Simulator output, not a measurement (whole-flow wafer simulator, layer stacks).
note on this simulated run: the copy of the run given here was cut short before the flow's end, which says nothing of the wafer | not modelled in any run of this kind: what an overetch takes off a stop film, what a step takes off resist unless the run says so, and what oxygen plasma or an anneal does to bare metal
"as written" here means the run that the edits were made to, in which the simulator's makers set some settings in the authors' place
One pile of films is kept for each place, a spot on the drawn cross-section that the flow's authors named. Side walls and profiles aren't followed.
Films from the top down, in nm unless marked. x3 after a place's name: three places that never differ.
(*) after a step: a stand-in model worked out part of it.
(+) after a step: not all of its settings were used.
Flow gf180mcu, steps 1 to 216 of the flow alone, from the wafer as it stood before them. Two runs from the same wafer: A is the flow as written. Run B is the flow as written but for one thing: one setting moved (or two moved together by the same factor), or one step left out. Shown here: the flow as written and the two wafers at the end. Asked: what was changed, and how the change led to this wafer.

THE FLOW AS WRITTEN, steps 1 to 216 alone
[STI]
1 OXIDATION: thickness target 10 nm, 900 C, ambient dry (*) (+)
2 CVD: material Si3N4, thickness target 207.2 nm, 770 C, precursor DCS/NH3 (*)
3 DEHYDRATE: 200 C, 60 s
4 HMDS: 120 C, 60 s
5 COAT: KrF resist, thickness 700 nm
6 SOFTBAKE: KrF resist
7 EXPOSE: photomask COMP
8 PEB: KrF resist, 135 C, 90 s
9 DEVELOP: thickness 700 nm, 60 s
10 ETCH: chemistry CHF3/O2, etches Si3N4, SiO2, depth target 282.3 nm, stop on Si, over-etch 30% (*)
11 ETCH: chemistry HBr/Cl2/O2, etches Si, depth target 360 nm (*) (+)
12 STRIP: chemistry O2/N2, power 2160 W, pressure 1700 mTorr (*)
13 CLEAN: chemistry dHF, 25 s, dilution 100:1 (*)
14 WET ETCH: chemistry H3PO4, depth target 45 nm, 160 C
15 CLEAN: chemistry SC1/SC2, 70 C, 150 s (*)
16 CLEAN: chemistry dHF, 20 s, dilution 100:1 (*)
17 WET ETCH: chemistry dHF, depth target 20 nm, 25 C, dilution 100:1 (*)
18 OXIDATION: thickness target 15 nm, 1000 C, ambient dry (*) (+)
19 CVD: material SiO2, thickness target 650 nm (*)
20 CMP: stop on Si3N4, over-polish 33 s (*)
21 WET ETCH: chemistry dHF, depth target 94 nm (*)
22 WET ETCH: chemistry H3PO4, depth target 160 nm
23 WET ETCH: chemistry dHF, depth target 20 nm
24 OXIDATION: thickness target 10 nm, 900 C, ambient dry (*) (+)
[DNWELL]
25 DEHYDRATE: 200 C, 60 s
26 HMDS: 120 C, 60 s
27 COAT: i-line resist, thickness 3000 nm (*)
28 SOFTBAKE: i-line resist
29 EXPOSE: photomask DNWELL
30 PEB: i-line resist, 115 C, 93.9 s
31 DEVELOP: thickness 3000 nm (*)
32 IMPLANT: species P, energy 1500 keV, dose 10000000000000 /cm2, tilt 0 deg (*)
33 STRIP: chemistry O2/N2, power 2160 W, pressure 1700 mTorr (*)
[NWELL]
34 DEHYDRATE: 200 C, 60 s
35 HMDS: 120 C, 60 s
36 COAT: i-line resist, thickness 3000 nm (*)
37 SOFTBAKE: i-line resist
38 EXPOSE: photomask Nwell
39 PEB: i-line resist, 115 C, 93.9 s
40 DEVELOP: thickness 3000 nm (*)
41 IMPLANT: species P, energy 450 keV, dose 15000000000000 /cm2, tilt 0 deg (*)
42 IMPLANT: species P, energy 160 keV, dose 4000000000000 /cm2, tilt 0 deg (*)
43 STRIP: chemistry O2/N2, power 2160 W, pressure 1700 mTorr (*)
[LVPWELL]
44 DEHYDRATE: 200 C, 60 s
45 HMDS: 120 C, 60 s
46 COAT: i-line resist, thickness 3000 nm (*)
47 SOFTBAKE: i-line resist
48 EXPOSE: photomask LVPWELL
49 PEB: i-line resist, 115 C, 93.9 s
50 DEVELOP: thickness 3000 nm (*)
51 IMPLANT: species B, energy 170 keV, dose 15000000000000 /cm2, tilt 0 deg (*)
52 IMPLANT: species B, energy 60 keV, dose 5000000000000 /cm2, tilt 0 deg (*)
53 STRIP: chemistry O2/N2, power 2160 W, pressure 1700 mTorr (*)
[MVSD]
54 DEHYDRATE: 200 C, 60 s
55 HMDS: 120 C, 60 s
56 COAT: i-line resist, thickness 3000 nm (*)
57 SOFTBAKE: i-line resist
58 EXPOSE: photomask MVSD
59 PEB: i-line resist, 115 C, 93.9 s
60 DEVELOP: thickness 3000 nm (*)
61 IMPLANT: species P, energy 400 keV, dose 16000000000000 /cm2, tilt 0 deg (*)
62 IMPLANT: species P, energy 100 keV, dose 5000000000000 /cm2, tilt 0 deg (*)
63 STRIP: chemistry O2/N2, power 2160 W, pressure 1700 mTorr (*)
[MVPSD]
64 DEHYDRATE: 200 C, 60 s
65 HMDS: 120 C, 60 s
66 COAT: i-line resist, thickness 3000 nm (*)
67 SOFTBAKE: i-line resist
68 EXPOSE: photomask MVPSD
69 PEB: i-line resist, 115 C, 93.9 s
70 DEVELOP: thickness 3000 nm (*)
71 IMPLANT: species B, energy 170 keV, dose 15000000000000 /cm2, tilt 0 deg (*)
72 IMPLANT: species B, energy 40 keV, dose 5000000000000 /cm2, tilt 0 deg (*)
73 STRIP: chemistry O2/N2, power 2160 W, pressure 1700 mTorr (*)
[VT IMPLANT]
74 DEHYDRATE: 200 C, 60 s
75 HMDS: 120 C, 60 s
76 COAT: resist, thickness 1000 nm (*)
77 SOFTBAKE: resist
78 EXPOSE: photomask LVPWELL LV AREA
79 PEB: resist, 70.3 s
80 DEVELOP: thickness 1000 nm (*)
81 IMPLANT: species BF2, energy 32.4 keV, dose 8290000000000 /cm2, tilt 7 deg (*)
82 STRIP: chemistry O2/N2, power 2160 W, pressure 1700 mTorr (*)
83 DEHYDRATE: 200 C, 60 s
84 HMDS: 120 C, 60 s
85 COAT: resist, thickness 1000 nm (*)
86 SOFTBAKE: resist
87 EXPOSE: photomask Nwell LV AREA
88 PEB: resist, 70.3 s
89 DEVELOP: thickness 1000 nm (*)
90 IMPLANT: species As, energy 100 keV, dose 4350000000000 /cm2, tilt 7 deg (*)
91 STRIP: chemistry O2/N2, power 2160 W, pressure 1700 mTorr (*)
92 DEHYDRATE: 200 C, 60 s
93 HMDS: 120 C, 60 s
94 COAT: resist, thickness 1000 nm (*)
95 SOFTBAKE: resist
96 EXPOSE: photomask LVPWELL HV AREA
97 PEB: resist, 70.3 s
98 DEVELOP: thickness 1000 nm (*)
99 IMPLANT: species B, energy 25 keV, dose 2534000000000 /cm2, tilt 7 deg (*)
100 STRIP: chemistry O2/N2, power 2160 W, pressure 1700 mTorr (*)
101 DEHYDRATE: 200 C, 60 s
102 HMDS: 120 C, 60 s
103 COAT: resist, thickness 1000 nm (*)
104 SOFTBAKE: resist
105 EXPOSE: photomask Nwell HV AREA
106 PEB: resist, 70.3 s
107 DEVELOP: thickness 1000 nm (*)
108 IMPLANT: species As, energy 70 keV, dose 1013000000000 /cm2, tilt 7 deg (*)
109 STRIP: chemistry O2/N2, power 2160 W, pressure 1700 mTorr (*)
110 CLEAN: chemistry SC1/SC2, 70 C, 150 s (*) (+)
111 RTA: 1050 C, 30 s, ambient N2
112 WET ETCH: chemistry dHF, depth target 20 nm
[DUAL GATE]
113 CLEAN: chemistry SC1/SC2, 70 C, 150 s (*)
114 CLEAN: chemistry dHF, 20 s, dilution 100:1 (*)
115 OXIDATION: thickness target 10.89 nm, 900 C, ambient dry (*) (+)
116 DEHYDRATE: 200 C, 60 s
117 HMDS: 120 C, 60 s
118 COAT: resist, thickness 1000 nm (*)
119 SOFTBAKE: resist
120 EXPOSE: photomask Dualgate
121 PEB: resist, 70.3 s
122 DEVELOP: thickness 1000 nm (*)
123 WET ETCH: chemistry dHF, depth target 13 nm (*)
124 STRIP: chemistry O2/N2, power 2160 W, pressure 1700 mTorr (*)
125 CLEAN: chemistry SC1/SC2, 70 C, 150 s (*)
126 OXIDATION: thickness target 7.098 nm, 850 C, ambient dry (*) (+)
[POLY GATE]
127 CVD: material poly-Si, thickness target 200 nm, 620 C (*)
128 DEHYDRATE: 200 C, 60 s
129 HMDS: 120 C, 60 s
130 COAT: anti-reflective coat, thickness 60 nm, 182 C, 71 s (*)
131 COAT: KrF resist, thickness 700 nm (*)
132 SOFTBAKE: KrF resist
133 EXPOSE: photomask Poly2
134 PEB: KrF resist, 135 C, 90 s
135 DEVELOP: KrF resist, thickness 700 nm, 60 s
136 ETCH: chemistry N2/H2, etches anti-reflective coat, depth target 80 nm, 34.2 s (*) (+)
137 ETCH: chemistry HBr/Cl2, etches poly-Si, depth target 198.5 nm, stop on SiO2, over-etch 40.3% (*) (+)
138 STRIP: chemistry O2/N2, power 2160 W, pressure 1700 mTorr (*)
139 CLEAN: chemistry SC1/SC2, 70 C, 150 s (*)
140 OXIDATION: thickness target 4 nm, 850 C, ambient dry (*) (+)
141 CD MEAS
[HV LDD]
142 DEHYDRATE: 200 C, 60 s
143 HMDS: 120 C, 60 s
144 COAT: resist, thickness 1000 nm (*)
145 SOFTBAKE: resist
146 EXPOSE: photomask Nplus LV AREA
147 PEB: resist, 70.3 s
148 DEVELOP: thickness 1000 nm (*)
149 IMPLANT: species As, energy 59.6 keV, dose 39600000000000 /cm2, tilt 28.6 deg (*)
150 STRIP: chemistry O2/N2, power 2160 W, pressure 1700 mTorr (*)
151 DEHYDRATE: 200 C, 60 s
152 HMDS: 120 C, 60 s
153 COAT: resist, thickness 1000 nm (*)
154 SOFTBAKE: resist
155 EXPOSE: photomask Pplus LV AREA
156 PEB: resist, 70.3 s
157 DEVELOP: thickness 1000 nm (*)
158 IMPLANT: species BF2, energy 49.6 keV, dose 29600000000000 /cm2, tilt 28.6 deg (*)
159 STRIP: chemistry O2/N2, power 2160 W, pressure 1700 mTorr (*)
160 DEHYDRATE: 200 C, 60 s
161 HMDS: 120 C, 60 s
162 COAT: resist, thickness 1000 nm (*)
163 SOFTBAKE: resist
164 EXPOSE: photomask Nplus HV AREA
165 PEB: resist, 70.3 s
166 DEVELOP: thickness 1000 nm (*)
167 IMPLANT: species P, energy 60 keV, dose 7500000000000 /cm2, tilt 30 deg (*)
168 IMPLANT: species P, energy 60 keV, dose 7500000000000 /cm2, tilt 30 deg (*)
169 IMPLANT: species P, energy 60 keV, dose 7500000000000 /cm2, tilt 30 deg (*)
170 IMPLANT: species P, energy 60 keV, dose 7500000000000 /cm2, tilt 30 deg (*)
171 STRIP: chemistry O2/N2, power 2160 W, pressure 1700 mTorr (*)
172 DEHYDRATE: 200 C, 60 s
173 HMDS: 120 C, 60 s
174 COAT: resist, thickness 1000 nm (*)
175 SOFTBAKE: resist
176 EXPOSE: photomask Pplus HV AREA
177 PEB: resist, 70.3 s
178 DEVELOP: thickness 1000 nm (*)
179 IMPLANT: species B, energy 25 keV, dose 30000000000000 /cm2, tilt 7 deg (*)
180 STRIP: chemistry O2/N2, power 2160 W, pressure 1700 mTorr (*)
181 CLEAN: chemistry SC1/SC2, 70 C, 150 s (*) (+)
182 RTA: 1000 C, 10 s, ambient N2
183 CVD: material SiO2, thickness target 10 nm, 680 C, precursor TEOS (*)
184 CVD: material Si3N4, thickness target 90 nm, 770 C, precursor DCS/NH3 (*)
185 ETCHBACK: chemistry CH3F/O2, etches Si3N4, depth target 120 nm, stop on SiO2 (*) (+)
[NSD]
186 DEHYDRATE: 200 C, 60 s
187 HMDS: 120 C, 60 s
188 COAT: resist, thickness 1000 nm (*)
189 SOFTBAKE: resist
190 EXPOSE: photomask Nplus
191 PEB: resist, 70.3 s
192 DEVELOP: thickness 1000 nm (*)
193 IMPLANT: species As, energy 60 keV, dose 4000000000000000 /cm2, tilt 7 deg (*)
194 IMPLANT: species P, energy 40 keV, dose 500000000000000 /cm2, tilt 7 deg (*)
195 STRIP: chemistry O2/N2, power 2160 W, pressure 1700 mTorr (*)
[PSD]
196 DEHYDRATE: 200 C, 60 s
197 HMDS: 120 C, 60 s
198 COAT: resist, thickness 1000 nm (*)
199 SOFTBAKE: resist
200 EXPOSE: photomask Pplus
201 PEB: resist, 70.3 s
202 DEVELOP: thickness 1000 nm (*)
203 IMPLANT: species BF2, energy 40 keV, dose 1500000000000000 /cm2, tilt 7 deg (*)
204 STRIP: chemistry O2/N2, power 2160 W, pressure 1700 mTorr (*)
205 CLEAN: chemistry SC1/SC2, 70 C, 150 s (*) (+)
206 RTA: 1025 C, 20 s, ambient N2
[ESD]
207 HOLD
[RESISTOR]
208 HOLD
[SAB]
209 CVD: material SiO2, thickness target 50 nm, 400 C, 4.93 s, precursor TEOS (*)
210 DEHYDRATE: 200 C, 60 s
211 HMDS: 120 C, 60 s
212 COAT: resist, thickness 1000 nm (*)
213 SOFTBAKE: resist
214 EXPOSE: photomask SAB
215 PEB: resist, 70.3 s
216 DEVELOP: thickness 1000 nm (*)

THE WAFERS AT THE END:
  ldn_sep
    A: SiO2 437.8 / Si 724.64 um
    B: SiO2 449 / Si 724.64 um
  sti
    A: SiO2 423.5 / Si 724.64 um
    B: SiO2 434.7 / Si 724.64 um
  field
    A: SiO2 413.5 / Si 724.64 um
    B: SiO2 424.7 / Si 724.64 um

The cause: step 112, WET ETCH: depth target 9.8 nm was run, where the flow has depth target 20 nm.

How the change led to this, step by step:
  112 WET ETCH: chemistry dHF, depth target 20 nm
      field, field__w2, field__w3 and 43 more: A SiO2 -22 | B SiO2 -10.8
  119 SOFTBAKE: resist
      field_sub: A resist -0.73 | B resist -1.24
      gate_p_hv: A resist +0.83 | B resist +1.41
      (and at 1 more place)
  130 COAT: anti-reflective coat, thickness 60 nm, 182 C, 71 s (*)
      p_well, spacer, sd_n: A anti-reflective coat +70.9 (new film) | B anti-reflective coat +81.6 (new film)
      ldn_acc, ldp_acc: A anti-reflective coat +66.9 (new film) | B anti-reflective coat +71.2 (new film)
      (and at 69 more places)
  136 ETCH: chemistry N2/H2, etches anti-reflective coat, depth target 80 nm, 34.2 s (*) (+)
      p_well, spacer, sd_n: A anti-reflective coat -70.9 (all of it), poly-Si -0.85 | B anti-reflective coat -81.6 (all of it), poly-Si -0.57
      ldn_dft, ldp_dft: A anti-reflective coat -48.7 (all of it), poly-Si -1.42 | B anti-reflective coat -43.7 (all of it), poly-Si -1.55
      (and at 48 more places)
  138 STRIP: chemistry O2/N2, power 2160 W, pressure 1700 mTorr (*)
      gate: A chemical SiO2 +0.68 (new film), KrF resist -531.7 (all of it), anti-reflective coat -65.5 (all of it), poly-Si -0.3 | B chemical SiO2 +0.68 (new film), KrF resist -532.4 (all of it), anti-reflective coat -70.4 (all of it), poly-Si -0.3
      gate_hv: A chemical SiO2 +0.68 (new film), KrF resist -528.4 (all of it), anti-reflective coat -61 (all of it), poly-Si -0.3 | B chemical SiO2 +0.68 (new film), KrF resist -530.8 (all of it), anti-reflective coat -62.8 (all of it), poly-Si -0.3
      (and at 19 more places)
  145 SOFTBAKE: resist
      gate_p_hv: A resist -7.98 | B resist -7.34
      iso_ptap_sub: A resist +0.67 | B resist +1.19
      (and at 2 more places)
  154 SOFTBAKE: resist
      gate_p_hv: A resist -7.98 | B resist -7.34
      iso_ptap_sub: A resist +0.67 | B resist +1.19
      (and at 2 more places)
  163 SOFTBAKE: resist
      gate_p_hv: A resist -7.98 | B resist -7.34
      iso_ptap_sub: A resist +0.67 | B resist +1.19
      (and at 2 more places)
  175 SOFTBAKE: resist
      gate_p_hv: A resist -7.98 | B resist -7.34
      iso_ptap_sub: A resist +0.67 | B resist +1.19
      (and at 2 more places)
  189 SOFTBAKE: resist
      active_hv: A resist +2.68 | B resist -0.4
      active_nat: A resist +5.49 | B resist +9.29
      (and at 4 more places)
  199 SOFTBAKE: resist
      active_hv: A resist +2.68 | B resist -0.4
      active_nat: A resist +5.49 | B resist +9.29
      (and at 4 more places)
  209 CVD: material SiO2, thickness target 50 nm, 400 C, 4.93 s, precursor TEOS (*)
      active: A SiO2 +50 | B SiO2 +48.8
      ld_drn_p: A SiO2 +46 | B SiO2 +45
  213 SOFTBAKE: resist
      gate_p_hv: A resist -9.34 | B resist -8.74
      iso_ptap_sub: A resist +0.66 | B resist +1.18
      (and at 3 more places)
